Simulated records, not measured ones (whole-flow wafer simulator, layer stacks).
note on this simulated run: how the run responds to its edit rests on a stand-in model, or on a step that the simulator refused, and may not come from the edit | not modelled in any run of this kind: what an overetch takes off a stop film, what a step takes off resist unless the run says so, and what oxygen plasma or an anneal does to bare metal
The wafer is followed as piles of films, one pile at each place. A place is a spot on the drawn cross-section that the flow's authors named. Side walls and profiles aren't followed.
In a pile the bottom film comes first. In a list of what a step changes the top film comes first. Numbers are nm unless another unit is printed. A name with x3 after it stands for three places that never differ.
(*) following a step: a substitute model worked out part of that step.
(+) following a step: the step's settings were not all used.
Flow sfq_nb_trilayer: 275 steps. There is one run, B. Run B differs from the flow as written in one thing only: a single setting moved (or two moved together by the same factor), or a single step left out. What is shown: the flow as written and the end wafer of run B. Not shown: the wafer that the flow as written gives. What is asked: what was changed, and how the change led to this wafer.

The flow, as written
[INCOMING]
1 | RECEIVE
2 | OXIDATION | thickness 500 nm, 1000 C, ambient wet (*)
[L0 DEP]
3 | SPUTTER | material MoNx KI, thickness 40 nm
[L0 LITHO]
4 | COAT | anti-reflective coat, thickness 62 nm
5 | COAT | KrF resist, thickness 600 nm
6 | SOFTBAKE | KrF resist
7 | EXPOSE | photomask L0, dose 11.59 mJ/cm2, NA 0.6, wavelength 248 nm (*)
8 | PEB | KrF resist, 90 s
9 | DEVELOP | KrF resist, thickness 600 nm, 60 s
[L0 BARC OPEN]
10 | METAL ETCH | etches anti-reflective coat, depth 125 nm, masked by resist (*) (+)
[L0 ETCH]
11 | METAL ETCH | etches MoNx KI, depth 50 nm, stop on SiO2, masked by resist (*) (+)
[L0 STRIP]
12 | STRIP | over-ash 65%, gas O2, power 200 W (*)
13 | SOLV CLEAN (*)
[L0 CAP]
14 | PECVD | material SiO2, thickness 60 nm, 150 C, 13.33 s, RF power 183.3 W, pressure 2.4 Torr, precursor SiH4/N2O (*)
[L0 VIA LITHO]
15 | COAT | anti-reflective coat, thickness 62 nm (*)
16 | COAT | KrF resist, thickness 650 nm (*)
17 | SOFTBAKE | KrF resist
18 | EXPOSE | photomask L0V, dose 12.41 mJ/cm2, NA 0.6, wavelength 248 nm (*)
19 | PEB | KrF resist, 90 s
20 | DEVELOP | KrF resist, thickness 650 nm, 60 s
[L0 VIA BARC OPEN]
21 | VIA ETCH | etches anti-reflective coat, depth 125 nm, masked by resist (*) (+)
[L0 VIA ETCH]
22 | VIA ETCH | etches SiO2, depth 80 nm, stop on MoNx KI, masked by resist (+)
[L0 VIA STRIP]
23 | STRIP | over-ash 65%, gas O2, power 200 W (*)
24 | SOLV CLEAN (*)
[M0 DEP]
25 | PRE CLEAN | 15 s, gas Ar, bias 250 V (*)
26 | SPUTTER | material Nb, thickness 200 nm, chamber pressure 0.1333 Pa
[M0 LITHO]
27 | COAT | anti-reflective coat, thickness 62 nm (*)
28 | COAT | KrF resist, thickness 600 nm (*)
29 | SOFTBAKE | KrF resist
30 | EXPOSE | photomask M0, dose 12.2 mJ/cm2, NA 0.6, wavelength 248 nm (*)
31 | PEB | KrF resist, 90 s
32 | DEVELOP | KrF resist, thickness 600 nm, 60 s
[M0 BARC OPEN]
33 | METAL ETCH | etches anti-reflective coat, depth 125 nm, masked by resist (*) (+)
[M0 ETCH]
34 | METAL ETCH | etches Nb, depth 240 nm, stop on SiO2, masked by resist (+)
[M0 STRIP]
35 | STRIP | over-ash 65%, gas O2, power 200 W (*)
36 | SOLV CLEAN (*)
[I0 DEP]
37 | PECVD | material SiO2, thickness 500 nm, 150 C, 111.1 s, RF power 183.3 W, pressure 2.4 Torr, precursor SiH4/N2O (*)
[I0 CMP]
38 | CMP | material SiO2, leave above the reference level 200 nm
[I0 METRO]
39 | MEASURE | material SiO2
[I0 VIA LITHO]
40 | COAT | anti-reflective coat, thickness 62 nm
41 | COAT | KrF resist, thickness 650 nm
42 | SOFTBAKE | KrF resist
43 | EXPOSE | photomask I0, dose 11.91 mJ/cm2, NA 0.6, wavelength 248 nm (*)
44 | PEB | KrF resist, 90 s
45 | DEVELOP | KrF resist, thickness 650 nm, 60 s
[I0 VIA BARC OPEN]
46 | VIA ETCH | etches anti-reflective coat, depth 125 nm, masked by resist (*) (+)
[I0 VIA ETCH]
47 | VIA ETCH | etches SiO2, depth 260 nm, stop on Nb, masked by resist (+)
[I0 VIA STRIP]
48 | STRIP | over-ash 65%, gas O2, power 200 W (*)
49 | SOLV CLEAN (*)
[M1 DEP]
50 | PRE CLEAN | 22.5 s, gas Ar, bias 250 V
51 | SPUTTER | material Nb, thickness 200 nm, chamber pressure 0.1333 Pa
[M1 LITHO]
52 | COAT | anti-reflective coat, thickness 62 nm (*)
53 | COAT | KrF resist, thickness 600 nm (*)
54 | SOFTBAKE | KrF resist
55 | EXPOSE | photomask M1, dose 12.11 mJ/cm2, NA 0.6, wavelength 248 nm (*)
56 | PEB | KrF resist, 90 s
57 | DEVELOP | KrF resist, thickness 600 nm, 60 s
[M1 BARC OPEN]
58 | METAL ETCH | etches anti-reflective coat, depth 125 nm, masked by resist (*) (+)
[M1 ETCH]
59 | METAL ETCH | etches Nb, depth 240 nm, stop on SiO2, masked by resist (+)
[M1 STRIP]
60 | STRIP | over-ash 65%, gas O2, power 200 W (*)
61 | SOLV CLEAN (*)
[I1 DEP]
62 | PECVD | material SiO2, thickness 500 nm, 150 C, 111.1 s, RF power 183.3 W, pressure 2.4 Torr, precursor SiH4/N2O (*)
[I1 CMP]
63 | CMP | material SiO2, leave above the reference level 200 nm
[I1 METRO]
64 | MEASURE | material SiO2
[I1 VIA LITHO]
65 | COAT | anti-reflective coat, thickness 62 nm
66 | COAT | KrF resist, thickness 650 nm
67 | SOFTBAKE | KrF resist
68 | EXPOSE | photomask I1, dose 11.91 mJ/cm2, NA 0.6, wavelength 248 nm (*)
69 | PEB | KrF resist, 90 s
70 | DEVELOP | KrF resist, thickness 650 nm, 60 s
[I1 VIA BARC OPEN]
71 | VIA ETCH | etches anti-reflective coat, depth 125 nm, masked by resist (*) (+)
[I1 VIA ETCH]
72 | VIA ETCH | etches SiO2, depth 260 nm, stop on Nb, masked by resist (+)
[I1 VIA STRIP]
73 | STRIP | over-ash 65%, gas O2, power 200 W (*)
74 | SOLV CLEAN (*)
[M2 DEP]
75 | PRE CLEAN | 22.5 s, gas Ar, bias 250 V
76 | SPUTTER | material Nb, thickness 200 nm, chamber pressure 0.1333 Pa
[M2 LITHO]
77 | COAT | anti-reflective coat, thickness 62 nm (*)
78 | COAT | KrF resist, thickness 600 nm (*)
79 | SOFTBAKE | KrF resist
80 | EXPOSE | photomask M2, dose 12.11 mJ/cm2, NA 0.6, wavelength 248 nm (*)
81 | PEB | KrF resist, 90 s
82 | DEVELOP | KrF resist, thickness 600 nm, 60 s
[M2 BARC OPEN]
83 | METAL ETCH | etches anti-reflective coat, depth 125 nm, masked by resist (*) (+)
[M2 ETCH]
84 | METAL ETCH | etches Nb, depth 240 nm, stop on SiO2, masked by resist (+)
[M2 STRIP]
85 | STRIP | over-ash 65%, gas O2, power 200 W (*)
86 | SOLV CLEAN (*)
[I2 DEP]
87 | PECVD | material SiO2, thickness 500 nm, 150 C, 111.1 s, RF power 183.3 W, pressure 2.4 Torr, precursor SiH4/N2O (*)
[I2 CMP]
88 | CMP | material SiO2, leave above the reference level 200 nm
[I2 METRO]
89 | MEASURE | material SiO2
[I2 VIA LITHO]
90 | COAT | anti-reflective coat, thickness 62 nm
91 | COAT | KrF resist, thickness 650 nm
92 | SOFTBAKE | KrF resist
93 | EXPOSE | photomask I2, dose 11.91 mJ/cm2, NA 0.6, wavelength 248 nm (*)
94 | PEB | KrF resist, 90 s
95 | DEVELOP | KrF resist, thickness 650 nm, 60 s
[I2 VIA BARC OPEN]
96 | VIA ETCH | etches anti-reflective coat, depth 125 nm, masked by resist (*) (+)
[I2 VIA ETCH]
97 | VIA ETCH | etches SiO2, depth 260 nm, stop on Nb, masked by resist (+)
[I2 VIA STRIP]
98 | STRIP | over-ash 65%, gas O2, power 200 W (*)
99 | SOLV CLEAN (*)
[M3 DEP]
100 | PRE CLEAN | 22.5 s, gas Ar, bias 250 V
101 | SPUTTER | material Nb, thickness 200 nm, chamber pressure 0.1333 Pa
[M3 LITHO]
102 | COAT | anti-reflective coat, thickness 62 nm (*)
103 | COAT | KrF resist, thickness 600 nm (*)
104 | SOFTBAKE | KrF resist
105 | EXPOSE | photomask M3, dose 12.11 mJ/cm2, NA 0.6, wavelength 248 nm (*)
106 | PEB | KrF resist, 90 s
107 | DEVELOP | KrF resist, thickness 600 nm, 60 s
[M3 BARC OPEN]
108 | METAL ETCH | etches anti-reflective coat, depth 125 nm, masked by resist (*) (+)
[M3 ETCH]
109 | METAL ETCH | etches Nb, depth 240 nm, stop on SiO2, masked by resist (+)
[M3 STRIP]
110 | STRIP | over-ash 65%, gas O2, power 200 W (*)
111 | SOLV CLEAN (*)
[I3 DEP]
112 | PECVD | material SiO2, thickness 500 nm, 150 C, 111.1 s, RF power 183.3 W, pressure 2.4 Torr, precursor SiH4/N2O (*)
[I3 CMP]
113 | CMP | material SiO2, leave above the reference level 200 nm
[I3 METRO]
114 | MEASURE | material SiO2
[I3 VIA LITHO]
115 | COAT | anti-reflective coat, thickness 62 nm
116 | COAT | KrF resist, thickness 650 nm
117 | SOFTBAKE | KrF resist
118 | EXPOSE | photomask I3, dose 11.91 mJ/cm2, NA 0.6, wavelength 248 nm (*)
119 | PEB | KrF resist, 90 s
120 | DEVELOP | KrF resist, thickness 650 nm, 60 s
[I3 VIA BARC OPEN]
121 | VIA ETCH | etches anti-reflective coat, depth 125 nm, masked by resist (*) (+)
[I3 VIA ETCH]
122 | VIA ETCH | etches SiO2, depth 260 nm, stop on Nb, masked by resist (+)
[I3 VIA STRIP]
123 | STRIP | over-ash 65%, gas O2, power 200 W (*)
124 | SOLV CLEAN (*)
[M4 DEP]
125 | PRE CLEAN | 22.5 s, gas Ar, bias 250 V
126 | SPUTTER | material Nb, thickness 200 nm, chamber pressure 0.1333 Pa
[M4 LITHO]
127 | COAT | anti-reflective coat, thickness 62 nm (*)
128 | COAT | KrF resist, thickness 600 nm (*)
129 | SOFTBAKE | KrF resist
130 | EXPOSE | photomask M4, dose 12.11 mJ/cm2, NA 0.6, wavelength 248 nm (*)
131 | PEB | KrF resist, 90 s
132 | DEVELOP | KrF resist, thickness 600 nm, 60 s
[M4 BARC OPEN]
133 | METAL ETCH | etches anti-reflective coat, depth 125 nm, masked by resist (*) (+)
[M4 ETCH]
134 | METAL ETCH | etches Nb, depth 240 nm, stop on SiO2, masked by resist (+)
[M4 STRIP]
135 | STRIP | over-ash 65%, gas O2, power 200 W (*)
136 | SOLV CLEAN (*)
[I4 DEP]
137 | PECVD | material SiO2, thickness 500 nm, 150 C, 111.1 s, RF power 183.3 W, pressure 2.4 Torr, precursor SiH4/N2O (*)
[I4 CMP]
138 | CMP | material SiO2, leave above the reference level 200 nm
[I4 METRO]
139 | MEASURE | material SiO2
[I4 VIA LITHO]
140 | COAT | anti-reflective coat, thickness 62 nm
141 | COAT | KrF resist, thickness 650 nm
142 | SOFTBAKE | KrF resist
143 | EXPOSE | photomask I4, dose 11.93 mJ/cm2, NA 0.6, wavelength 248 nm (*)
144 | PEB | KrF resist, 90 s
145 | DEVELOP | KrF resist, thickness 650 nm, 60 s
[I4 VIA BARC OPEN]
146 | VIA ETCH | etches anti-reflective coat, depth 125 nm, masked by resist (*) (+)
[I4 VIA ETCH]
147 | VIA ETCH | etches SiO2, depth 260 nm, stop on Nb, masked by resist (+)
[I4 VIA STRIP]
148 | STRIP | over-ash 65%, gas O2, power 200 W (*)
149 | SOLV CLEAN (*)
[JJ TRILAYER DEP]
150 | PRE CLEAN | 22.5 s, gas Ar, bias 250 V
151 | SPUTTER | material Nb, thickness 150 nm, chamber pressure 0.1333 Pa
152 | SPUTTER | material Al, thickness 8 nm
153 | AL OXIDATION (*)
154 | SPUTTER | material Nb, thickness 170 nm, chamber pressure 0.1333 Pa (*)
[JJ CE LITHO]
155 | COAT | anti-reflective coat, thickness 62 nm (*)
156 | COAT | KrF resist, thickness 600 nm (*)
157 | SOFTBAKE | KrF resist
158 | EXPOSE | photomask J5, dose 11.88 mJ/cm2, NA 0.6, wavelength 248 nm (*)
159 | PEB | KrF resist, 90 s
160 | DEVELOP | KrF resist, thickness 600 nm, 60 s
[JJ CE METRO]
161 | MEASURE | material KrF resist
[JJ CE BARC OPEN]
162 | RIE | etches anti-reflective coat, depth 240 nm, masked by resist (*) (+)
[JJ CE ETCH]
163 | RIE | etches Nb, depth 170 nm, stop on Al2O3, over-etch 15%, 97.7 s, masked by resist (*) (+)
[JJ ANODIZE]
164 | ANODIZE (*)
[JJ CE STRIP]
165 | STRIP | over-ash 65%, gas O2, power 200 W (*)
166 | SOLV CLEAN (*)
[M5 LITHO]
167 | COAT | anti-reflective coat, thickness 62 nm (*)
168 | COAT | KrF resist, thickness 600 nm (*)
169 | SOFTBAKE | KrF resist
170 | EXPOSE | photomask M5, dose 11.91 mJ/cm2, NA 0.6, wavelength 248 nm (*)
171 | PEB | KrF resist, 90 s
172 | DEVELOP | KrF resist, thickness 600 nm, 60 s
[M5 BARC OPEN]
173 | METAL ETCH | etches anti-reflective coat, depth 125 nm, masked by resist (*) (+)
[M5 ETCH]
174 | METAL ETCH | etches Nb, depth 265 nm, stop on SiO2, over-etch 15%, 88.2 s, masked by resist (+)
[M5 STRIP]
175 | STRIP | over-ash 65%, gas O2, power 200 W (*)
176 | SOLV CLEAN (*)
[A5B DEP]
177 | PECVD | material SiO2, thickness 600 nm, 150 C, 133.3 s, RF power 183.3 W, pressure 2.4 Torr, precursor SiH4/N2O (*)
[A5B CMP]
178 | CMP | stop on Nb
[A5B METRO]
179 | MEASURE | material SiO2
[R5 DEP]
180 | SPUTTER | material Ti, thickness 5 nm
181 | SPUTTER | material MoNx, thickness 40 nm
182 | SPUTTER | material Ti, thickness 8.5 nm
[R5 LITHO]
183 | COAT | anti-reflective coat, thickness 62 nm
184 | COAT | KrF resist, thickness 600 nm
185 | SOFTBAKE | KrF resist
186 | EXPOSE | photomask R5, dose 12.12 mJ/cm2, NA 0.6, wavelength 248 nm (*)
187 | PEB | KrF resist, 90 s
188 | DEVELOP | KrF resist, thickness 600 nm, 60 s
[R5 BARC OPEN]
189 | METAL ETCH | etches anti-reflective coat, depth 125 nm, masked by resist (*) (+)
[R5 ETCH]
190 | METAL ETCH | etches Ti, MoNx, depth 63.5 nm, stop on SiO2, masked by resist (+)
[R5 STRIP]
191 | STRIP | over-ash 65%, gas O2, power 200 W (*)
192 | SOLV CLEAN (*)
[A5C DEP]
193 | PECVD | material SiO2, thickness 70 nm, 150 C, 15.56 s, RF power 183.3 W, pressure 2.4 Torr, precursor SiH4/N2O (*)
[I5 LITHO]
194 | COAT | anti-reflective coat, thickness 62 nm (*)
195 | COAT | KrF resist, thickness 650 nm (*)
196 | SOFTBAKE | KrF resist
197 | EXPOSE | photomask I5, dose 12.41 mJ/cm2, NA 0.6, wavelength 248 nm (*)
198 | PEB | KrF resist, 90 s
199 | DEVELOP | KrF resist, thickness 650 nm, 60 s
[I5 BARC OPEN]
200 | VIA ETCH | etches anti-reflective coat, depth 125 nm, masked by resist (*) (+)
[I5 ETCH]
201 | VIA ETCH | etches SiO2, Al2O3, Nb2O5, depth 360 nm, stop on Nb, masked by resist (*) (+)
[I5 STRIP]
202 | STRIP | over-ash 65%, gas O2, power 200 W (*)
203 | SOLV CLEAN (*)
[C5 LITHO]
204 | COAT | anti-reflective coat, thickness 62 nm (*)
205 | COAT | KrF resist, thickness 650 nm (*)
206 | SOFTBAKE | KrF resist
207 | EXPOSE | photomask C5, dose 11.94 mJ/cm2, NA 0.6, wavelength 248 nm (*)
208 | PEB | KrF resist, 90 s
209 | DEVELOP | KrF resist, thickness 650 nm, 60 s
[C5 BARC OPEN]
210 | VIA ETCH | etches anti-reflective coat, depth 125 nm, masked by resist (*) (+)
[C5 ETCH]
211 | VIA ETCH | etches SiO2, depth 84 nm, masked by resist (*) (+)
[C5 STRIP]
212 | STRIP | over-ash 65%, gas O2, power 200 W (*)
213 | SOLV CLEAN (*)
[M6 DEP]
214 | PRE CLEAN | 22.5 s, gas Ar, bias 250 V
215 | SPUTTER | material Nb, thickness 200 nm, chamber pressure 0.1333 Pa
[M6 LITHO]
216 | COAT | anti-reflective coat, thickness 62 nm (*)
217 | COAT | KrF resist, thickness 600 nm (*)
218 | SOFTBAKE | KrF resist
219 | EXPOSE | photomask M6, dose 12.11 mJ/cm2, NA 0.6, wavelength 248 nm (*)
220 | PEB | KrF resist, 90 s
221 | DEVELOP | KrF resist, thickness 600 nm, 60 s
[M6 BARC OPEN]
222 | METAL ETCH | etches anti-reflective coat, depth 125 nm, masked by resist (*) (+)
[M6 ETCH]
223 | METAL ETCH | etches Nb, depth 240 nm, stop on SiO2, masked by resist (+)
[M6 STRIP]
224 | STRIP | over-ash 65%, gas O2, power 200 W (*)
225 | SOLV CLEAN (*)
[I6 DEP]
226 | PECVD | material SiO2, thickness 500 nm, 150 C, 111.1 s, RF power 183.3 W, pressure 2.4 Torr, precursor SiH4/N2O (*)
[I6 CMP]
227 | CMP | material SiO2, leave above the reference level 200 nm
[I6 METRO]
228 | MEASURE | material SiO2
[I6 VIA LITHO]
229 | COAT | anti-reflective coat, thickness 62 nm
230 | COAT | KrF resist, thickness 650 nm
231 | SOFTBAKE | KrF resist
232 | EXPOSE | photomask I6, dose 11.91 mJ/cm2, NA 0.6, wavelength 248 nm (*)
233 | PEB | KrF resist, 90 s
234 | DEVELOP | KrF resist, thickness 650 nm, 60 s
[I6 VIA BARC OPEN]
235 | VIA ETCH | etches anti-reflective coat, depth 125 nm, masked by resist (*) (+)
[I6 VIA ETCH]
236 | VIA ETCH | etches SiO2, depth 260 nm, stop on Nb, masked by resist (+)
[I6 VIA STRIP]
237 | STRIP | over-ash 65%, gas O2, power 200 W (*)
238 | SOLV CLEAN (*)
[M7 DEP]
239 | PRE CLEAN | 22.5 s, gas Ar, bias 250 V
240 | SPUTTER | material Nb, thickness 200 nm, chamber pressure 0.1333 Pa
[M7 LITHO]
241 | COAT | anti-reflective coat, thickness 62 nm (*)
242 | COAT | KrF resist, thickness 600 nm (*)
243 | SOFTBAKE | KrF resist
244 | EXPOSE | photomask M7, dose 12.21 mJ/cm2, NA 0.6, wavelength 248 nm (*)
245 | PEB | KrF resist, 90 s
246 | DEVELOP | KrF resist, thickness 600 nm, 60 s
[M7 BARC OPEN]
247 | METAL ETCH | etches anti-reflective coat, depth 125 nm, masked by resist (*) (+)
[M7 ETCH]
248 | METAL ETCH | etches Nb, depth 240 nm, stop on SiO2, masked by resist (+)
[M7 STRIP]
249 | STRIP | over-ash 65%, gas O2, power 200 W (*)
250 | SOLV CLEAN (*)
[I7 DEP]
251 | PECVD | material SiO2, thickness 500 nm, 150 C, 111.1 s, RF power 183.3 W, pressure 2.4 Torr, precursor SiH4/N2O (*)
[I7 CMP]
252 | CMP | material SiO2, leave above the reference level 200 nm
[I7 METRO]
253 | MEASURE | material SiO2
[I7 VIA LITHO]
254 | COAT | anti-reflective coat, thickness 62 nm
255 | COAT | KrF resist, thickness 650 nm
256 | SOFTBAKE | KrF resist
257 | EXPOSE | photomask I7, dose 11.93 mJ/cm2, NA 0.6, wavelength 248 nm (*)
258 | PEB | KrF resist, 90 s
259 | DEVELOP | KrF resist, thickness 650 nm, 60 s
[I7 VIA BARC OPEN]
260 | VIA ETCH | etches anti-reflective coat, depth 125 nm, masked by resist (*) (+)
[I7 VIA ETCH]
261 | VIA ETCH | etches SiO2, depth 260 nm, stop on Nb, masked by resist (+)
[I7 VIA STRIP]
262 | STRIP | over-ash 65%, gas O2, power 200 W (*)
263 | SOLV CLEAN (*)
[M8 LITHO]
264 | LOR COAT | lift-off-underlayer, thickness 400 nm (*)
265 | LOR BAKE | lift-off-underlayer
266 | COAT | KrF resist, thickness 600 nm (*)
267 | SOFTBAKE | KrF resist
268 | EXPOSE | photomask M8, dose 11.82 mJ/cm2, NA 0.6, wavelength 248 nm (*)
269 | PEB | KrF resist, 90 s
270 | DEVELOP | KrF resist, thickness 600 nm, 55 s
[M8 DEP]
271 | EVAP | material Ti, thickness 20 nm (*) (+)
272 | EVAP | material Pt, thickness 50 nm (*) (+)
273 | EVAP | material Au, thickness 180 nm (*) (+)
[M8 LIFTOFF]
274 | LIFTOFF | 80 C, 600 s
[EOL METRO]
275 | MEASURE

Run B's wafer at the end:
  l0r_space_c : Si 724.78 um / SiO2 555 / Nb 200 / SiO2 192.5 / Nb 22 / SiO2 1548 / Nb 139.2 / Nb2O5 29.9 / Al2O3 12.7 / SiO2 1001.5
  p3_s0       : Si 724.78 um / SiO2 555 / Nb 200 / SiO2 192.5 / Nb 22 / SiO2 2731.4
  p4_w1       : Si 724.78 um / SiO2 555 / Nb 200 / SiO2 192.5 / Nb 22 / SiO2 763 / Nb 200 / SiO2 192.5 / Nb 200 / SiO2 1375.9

What caused this: step 58, METAL ETCH: etches anti-reflective coat, depth 125 nm, masked by resist (*) (+), was omitted.

How this came from the change, step by step:
  59 | METAL ETCH | etches Nb, depth 240 nm, stop on SiO2, masked by resist (+)
      p4_fl, p4_fm, p4_w1 and 58 more: anti-reflective coat loses 62 (all of it), Nb loses 178 (in the flow as written it would be: Nb loses 200 (all of it))
      r_sur, res, r_end and 8 more: anti-reflective coat loses 61.8 (all of it), Nb loses 178.2 (in the flow as written it would be: Nb loses 200 (all of it))
      (also at 10 further places)
  60 | STRIP | over-ash 65%, gas O2, power 200 W (*)
      wl_j_sl, wl_jj, wl_j_sr and 13 more: KrF resist loses 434 (all of it), anti-reflective coat loses 62 (all of it) (in the flow as written it would be: KrF resist loses 382.4 (all of it), anti-reflective coat loses 62 (all of it))
      v_sur: KrF resist loses 417.5 (all of it), anti-reflective coat loses 61.1 (all of it) (in the flow as written it would be: KrF resist loses 365.9 (all of it), anti-reflective coat loses 61.1 (all of it))
      (also at 7 further places)
  62 | PECVD | material SiO2, thickness 500 nm, 150 C, 111.1 s, RF power 183.3 W, pressure 2.4 Torr, precursor SiH4/N2O (*)
      field_l, be, be_sur and 72 more: SiO2 gains 500 (new film) (in the flow as written it would be: SiO2 gains 500)
      lsp_m, ln_m6, lsp_r, l0_sur, l0v: SiO2 gains 500 (new film) (in the flow as written it would be: SiO2 gains 494.9)
      (also at 2 further places)
  63 | CMP | material SiO2, leave above the reference level 200 nm
      p4_fl, p4_fm, p4_w1 and 56 more: SiO2 loses 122 (in the flow as written it would be: SiO2 loses 100)
      jj_sur, ce_l, c5j, ce_r, sp_r, be_r: SiO2 loses 121.7 (in the flow as written it would be: SiO2 loses 100)
      (also at 15 further places)
  167 | COAT | anti-reflective coat, thickness 62 nm (*)
      jj_sur: anti-reflective coat gains 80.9 (new film) (in the flow as written it would be: anti-reflective coat gains 82.6 (new film))
      ce_l: anti-reflective coat gains 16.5 (new film) (in the flow as written it would be: anti-reflective coat gains 19.6 (new film))
      (also at 1 further place)
  175 | STRIP | over-ash 65%, gas O2, power 200 W (*)
      jj_sur: KrF resist loses 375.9 (all of it), anti-reflective coat loses 80.9 (all of it) (in the flow as written it would be: KrF resist loses 374.7 (all of it), anti-reflective coat loses 82.6 (all of it))
      ce_l: KrF resist loses 302.3 (all of it), anti-reflective coat loses 16.5 (all of it) (in the flow as written it would be: KrF resist loses 299.6 (all of it), anti-reflective coat loses 19.6 (all of it))
      (also at 1 further place)
If metal films that touch count as one body, l0r_space_c has 3 bodies (between them, from the top down: SiO2 1548; SiO2 192.5); the flow as written gives 2 bodies (between them, from the top down: SiO2 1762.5).
If metal films that touch count as one body, p3_s0 has 2 bodies (between them, from the top down: SiO2 192.5); the flow as written gives 1 body.
If metal films that touch count as one body, p4_w1 has 4 bodies (between them, from the top down: SiO2 192.5; SiO2 763; SiO2 192.5); the flow as written gives 3 bodies (between them, from the top down: SiO2 192.5; SiO2 977.5).
